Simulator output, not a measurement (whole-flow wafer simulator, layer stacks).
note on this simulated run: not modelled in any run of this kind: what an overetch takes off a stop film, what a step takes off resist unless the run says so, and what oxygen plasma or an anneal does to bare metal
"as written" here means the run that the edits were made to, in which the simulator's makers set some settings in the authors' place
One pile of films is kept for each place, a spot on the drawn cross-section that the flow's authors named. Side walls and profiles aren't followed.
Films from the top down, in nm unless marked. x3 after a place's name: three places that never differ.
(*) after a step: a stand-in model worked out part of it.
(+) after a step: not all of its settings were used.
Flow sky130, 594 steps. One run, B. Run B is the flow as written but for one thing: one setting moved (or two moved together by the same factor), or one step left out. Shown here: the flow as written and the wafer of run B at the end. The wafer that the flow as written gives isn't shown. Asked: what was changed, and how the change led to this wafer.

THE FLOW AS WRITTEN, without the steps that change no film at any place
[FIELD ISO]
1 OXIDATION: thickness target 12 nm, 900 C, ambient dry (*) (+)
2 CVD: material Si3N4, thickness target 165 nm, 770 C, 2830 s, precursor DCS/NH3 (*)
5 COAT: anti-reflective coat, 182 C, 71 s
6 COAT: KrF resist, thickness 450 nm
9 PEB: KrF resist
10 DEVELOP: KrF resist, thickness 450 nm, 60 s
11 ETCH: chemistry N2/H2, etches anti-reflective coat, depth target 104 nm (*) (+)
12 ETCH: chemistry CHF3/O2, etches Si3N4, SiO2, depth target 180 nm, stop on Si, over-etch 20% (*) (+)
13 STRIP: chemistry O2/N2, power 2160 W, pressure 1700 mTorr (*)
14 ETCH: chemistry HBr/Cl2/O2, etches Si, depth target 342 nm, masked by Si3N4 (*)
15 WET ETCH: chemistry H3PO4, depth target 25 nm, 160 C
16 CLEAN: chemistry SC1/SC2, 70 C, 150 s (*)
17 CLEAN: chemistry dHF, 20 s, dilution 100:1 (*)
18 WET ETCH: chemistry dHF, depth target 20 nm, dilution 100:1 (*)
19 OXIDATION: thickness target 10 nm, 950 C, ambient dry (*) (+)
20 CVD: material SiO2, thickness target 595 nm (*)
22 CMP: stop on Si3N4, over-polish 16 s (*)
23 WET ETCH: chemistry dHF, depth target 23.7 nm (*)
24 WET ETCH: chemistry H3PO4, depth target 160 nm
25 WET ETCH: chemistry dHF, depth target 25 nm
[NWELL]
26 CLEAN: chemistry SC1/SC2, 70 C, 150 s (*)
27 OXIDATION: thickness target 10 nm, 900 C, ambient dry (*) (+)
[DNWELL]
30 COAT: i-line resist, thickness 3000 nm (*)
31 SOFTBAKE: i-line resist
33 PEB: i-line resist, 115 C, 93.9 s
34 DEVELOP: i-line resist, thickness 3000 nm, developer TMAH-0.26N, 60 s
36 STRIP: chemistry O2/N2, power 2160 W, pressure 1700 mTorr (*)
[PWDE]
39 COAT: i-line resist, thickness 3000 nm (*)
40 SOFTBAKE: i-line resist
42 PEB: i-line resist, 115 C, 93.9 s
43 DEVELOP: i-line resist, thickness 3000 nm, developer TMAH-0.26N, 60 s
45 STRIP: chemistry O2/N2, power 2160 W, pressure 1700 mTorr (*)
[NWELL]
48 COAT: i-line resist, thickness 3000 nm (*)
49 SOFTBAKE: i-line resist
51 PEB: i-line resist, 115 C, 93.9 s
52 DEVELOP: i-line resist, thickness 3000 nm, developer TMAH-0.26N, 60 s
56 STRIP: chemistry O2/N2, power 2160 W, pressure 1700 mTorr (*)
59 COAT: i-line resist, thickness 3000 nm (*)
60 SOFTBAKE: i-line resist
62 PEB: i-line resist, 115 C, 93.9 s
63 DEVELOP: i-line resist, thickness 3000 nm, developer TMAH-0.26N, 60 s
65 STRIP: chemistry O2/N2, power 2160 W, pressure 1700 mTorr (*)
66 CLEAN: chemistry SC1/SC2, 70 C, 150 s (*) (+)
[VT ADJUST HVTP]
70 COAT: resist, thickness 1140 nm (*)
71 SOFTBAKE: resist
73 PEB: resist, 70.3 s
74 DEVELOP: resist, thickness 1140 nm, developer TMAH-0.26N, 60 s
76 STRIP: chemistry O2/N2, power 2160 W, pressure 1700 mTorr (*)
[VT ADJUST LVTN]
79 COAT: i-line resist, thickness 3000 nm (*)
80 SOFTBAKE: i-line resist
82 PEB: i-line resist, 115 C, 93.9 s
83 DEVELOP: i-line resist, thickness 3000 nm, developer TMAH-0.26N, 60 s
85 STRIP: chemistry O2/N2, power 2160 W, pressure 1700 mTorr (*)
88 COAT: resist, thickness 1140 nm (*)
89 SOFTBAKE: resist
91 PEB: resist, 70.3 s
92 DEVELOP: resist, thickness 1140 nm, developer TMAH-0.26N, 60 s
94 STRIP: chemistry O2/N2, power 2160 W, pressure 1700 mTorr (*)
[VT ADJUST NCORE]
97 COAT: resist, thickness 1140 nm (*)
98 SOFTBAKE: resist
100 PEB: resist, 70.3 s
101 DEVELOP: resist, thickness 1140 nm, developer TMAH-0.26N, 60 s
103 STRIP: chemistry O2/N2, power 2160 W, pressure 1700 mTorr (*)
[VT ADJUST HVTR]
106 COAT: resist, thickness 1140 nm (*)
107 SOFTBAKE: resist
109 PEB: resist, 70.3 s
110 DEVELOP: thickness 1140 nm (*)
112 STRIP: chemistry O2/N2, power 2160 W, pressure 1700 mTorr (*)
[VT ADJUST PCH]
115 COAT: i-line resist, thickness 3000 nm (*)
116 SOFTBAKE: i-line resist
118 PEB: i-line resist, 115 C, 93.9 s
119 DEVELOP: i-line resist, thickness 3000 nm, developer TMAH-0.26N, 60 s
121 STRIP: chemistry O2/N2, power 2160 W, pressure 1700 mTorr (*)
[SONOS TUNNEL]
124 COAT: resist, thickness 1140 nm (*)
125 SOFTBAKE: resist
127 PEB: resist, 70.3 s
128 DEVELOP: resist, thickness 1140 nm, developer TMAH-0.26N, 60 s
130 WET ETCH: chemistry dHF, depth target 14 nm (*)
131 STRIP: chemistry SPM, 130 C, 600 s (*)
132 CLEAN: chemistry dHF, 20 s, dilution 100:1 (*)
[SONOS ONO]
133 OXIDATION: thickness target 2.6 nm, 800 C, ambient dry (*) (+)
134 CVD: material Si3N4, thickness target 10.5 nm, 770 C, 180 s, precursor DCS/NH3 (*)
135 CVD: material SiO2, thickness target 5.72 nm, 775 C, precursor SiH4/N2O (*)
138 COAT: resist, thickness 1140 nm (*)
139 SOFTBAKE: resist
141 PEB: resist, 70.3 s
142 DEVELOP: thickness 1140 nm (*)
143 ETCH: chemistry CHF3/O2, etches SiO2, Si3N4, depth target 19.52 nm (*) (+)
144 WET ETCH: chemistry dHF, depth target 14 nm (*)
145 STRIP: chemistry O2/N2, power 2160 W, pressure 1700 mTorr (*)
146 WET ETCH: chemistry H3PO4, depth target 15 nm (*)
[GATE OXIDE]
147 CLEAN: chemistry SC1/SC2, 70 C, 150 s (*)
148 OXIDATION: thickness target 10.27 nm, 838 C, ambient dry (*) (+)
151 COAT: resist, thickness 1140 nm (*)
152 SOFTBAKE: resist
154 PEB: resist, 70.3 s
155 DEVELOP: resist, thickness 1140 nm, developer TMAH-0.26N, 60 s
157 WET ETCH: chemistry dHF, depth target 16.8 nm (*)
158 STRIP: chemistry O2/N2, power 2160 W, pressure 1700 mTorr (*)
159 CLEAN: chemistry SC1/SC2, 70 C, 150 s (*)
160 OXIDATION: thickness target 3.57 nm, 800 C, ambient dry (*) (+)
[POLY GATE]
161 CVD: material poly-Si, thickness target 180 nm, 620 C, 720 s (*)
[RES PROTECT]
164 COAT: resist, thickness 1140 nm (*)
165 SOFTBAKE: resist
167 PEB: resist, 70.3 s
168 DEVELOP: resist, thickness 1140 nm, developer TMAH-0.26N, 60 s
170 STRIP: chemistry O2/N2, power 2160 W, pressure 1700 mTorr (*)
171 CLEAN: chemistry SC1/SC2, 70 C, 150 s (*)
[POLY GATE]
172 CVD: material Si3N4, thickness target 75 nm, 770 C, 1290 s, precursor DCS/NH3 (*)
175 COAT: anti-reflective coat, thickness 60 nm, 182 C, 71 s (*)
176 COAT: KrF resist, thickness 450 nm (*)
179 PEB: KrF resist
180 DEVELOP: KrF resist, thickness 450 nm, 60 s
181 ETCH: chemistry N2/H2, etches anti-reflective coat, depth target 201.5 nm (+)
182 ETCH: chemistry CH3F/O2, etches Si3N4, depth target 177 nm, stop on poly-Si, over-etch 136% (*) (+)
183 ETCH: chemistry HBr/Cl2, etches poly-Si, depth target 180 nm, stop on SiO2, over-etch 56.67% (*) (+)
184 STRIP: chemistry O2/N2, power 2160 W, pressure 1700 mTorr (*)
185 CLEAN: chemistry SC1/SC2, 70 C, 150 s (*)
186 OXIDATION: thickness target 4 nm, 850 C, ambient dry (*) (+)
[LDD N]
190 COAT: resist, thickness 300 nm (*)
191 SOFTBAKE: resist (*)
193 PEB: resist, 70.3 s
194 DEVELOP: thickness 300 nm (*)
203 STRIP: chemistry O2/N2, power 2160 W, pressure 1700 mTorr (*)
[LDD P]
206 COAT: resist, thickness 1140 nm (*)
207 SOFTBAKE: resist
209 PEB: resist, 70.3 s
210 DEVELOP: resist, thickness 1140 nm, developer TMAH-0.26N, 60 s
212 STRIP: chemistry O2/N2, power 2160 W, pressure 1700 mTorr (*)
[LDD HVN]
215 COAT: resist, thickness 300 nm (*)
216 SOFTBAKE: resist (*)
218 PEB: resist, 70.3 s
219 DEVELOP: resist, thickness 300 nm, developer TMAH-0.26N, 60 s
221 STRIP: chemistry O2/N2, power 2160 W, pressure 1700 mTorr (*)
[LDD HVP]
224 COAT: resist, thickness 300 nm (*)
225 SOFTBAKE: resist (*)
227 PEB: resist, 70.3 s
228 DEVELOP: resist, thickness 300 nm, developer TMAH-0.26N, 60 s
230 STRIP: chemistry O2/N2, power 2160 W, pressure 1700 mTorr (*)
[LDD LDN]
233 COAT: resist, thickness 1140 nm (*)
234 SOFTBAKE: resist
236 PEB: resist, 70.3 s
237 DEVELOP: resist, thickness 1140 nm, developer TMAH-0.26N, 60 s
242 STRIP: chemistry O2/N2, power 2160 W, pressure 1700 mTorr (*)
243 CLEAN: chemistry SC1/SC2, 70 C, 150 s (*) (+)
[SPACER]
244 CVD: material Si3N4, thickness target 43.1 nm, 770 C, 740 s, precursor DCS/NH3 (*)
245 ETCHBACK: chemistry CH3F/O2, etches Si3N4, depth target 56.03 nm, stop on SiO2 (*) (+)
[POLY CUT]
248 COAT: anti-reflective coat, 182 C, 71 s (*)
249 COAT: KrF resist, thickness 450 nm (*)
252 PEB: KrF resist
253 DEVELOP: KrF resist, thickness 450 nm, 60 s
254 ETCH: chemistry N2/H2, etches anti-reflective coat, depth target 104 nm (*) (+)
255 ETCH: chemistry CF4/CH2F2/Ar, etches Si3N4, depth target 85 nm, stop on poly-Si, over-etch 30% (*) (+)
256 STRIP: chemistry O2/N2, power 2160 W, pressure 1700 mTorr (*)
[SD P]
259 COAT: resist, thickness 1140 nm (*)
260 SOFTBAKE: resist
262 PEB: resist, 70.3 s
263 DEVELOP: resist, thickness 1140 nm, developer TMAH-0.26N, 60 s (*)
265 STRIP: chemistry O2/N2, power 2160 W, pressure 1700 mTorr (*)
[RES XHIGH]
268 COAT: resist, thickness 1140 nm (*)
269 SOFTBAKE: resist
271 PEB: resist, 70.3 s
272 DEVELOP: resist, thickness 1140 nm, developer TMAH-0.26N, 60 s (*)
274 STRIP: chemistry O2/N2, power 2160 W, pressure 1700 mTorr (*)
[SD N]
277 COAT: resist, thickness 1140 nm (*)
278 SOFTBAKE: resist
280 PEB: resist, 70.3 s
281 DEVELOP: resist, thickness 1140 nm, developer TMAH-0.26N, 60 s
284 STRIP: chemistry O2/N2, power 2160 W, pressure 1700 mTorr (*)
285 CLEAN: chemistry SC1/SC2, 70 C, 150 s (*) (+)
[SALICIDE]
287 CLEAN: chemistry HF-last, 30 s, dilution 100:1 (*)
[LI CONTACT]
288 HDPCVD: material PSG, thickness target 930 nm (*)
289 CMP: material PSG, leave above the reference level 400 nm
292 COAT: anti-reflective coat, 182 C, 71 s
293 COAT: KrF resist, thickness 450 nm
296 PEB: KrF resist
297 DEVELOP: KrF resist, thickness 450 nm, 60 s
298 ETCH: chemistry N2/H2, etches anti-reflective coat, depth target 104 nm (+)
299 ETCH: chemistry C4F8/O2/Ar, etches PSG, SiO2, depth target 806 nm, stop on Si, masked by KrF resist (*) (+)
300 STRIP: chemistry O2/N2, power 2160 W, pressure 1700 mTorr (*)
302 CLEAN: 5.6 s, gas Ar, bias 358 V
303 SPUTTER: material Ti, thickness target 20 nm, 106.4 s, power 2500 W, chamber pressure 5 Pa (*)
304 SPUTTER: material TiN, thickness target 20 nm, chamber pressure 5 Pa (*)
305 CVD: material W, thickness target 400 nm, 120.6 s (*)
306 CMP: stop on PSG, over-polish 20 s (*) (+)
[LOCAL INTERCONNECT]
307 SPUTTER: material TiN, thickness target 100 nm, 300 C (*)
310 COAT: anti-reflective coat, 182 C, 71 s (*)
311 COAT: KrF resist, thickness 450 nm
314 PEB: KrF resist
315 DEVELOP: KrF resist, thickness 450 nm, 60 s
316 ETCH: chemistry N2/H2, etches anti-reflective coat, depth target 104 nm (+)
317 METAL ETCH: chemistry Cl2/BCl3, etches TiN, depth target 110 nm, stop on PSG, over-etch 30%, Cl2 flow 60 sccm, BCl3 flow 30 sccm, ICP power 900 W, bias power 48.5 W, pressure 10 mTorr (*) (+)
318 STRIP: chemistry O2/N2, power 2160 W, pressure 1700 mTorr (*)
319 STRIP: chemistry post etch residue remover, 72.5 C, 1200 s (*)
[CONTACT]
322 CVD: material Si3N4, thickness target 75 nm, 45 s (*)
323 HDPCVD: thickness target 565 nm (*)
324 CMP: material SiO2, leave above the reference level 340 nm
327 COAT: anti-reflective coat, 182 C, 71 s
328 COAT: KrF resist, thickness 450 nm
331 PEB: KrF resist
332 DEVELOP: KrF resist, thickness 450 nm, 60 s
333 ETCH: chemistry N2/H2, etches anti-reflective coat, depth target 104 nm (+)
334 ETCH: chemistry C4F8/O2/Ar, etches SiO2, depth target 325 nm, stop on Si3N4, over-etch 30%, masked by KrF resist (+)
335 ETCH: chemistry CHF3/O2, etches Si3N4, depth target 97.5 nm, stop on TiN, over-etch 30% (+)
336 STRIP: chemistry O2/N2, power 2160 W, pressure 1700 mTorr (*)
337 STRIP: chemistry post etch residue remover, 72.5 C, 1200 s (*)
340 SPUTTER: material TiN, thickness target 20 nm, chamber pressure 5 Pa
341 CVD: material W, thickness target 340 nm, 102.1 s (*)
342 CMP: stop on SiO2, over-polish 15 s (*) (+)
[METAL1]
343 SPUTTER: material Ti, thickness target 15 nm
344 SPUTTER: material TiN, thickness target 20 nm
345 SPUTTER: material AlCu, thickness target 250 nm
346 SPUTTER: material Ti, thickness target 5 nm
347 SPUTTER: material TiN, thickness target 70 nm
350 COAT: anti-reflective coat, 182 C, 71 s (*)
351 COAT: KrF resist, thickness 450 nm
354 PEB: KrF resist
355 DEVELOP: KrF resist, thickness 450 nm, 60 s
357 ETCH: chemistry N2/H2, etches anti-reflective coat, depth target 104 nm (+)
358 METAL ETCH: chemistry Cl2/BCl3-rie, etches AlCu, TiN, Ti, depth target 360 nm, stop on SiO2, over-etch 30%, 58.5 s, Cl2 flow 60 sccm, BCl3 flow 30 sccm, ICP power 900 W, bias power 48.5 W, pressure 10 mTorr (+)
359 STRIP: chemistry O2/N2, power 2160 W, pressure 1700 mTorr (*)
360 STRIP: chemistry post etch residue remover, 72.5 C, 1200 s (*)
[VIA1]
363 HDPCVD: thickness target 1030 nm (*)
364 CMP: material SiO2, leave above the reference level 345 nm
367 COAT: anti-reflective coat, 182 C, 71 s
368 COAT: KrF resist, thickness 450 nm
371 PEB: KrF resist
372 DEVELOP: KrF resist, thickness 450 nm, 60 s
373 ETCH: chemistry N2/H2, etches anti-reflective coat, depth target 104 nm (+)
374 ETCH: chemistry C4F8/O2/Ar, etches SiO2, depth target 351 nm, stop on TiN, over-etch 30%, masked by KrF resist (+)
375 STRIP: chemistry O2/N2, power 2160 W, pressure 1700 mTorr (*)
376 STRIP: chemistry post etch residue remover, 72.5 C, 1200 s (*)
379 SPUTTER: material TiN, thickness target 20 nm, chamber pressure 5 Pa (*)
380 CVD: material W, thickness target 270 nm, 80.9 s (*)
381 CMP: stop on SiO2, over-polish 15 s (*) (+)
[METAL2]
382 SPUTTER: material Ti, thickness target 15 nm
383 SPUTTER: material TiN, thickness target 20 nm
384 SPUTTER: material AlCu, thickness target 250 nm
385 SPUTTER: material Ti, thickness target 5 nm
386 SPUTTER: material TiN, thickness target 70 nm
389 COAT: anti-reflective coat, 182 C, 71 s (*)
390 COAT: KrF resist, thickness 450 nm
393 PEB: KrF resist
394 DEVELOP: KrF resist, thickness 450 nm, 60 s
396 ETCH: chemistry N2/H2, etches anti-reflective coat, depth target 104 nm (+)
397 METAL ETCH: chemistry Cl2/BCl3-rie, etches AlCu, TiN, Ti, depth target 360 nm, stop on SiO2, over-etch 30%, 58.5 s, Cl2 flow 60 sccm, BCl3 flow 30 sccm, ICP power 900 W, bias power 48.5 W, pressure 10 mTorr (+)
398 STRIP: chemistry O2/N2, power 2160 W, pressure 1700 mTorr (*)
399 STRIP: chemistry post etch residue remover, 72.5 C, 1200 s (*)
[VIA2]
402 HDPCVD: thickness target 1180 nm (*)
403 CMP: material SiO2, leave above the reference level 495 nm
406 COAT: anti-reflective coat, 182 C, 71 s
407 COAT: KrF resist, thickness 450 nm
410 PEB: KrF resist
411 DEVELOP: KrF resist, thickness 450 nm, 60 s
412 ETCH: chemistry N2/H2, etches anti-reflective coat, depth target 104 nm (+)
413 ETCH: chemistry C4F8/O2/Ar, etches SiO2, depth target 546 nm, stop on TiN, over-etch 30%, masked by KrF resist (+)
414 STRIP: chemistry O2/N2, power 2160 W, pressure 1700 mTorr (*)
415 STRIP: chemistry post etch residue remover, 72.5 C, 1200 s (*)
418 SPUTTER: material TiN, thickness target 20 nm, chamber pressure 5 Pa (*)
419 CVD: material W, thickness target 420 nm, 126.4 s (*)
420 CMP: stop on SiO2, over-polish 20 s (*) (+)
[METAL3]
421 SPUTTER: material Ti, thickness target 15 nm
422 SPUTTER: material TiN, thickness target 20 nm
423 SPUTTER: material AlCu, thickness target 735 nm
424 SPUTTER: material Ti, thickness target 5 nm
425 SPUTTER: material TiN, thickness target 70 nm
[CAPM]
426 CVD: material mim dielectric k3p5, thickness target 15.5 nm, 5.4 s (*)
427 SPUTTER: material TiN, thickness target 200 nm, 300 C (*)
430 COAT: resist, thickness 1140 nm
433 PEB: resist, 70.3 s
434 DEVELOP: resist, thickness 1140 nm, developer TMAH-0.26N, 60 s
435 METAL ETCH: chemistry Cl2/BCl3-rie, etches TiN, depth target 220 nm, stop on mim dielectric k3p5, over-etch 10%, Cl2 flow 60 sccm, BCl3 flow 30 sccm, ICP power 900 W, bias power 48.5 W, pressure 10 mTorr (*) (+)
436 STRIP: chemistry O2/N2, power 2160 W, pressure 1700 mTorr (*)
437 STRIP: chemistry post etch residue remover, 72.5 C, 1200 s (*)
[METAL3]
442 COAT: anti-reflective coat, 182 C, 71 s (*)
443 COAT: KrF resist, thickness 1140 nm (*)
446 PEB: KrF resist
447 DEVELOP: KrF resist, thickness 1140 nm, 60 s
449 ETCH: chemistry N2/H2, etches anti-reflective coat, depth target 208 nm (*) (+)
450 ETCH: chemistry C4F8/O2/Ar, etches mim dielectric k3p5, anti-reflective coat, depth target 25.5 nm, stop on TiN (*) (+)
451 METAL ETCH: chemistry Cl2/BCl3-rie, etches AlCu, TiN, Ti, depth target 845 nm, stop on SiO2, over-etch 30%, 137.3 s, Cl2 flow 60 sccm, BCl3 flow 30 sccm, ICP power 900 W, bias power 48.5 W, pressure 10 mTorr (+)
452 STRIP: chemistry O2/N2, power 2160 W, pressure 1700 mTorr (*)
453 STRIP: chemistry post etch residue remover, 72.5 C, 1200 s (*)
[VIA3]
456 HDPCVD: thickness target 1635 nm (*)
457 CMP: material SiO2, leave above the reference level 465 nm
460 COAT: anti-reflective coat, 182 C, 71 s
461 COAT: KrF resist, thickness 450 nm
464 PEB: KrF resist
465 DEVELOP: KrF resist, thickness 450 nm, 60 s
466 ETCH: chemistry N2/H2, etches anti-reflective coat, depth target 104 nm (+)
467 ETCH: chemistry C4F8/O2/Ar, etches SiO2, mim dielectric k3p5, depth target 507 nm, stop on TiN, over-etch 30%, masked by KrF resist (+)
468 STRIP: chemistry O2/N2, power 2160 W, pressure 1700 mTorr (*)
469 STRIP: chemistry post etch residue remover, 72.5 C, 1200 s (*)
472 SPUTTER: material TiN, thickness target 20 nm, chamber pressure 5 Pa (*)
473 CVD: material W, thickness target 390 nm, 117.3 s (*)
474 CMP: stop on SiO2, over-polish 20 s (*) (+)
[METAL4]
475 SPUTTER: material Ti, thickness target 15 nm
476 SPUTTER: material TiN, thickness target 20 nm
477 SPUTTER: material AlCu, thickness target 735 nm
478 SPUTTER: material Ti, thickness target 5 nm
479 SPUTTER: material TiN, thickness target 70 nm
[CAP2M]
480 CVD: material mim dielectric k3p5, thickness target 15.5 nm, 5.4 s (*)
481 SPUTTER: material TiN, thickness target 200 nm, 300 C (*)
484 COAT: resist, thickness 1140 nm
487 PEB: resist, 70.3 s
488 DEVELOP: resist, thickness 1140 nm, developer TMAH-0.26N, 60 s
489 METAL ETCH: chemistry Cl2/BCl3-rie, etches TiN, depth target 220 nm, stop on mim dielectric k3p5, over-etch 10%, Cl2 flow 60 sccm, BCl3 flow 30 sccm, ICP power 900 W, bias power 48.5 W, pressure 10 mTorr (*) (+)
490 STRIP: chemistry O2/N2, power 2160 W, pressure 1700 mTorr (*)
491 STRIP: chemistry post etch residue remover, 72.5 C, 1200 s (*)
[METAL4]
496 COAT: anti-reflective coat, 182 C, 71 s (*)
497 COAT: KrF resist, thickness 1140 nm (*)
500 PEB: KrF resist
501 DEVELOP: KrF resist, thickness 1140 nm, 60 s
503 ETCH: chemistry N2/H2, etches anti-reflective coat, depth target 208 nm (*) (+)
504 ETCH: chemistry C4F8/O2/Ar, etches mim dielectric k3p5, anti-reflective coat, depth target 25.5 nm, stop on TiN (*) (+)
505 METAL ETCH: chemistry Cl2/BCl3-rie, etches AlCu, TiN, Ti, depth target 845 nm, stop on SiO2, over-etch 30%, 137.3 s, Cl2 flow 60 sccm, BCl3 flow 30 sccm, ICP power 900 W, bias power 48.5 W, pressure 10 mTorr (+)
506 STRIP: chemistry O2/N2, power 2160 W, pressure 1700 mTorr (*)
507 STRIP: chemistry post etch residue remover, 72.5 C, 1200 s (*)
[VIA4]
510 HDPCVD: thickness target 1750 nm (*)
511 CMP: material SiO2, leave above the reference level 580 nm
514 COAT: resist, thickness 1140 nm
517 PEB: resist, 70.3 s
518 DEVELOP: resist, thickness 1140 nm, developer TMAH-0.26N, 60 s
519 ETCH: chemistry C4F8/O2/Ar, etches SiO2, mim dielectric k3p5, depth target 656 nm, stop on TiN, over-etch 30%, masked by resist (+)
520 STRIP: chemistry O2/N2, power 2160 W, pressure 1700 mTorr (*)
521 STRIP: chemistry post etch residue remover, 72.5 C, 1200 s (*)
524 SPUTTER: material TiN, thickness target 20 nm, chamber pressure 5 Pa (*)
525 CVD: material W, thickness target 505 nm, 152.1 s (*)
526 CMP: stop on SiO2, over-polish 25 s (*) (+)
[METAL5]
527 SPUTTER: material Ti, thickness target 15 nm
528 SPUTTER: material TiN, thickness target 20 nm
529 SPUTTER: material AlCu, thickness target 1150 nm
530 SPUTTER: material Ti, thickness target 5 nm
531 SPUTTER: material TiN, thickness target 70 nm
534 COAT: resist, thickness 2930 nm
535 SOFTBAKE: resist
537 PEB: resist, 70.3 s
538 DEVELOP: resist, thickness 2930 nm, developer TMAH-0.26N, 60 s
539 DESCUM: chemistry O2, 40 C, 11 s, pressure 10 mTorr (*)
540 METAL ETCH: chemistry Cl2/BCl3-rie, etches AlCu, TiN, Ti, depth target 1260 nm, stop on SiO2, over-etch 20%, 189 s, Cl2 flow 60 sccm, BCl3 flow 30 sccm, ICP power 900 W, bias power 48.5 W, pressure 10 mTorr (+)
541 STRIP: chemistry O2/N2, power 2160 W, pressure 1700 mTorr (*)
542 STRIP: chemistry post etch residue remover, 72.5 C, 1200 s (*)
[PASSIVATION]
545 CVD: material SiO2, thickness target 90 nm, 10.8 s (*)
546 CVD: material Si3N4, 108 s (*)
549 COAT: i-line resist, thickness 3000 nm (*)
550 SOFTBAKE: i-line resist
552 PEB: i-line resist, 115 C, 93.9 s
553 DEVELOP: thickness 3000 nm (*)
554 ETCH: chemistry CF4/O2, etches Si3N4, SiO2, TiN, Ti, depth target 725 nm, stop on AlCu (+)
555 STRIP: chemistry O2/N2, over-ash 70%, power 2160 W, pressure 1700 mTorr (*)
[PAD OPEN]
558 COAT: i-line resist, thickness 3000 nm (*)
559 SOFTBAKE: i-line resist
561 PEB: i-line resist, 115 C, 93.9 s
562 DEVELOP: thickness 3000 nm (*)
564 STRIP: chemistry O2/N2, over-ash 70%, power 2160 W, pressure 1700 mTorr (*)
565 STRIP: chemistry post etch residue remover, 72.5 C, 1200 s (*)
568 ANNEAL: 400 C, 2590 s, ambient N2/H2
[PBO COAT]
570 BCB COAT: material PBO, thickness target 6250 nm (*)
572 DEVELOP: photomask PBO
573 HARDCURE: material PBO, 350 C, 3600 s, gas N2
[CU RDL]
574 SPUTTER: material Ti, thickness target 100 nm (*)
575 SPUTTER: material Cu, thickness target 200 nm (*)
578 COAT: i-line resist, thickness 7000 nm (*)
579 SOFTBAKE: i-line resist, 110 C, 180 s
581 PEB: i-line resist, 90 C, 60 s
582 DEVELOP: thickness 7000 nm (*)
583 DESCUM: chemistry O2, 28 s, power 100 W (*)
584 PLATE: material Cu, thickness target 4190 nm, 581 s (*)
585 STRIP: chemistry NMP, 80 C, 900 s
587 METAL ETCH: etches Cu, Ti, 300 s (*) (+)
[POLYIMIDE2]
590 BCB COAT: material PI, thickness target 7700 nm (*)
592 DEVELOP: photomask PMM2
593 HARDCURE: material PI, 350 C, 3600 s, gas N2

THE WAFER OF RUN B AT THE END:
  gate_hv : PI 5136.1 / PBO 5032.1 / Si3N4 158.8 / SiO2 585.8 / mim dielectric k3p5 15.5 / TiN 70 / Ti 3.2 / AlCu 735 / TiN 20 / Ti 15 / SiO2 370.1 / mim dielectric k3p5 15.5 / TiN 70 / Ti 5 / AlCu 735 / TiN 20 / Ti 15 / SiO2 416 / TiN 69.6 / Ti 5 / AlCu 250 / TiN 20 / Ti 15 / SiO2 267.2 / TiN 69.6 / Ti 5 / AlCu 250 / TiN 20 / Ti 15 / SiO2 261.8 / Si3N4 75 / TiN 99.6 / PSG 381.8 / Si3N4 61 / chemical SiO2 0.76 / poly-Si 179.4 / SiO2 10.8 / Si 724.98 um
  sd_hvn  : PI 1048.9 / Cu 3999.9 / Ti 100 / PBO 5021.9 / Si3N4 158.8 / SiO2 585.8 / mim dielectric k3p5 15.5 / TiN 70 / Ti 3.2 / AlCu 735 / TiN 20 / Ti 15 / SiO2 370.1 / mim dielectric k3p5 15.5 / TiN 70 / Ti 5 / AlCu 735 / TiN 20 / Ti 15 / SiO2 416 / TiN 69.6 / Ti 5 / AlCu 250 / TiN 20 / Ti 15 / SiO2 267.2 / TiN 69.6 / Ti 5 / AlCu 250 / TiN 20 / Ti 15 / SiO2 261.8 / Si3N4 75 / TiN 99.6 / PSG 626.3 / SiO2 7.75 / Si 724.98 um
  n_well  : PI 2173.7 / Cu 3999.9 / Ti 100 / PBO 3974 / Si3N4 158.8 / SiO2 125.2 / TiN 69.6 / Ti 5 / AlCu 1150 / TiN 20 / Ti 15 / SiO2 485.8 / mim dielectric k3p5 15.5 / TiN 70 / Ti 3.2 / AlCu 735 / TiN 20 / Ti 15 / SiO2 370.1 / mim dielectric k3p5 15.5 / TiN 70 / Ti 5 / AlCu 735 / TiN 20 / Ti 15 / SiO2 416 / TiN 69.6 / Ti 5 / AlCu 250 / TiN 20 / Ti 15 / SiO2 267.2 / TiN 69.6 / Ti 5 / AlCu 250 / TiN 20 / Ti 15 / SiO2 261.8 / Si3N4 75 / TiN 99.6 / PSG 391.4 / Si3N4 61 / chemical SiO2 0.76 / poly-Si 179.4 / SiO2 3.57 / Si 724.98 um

The cause: step 478, SPUTTER: thickness target 3.2 nm was run, where the flow has thickness target 5 nm.
It can be read off the wafer: gate_hv has Ti 3.2, and step 478 as written asks for 5 nm.

How the change led to this, step by step:
  478 SPUTTER: material Ti, thickness target 5 nm
      field, active, n_well and 189 more: Ti +3.2 (new film) (as written it would be: Ti +5 (new film))
  505 METAL ETCH: chemistry Cl2/BCl3-rie, etches AlCu, TiN, Ti, depth target 845 nm, stop on SiO2, over-etch 30%, 137.3 s, Cl2 flow 60 sccm, BCl3 flow 30 sccm, ICP power 900 W, bias power 48.5 W, pressure 10 mTorr (+)
      field, gate, spacer and 68 more: TiN -70 (all of it), Ti -3.2 (all of it), AlCu -735 (all of it), TiN -20 (all of it), Ti -15 (all of it), SiO2 -25.5 (as written it would be: TiN -70 (all of it), Ti -5 (all of it), AlCu -735 (all of it), TiN -20 (all of it), Ti -15 (all of it), SiO2 -25.4)
      active, vpp_iso1, mim_edge_plate and 14 more: TiN -70 (all of it), Ti -3.2 (all of it), AlCu -735 (all of it), TiN -20 (all of it), Ti -15 (all of it), SiO2 -25.5 (as written it would be: TiN -70 (all of it), Ti -5 (all of it), AlCu -735 (all of it), TiN -20 (all of it), Ti -15 (all of it), SiO2 -25.3)
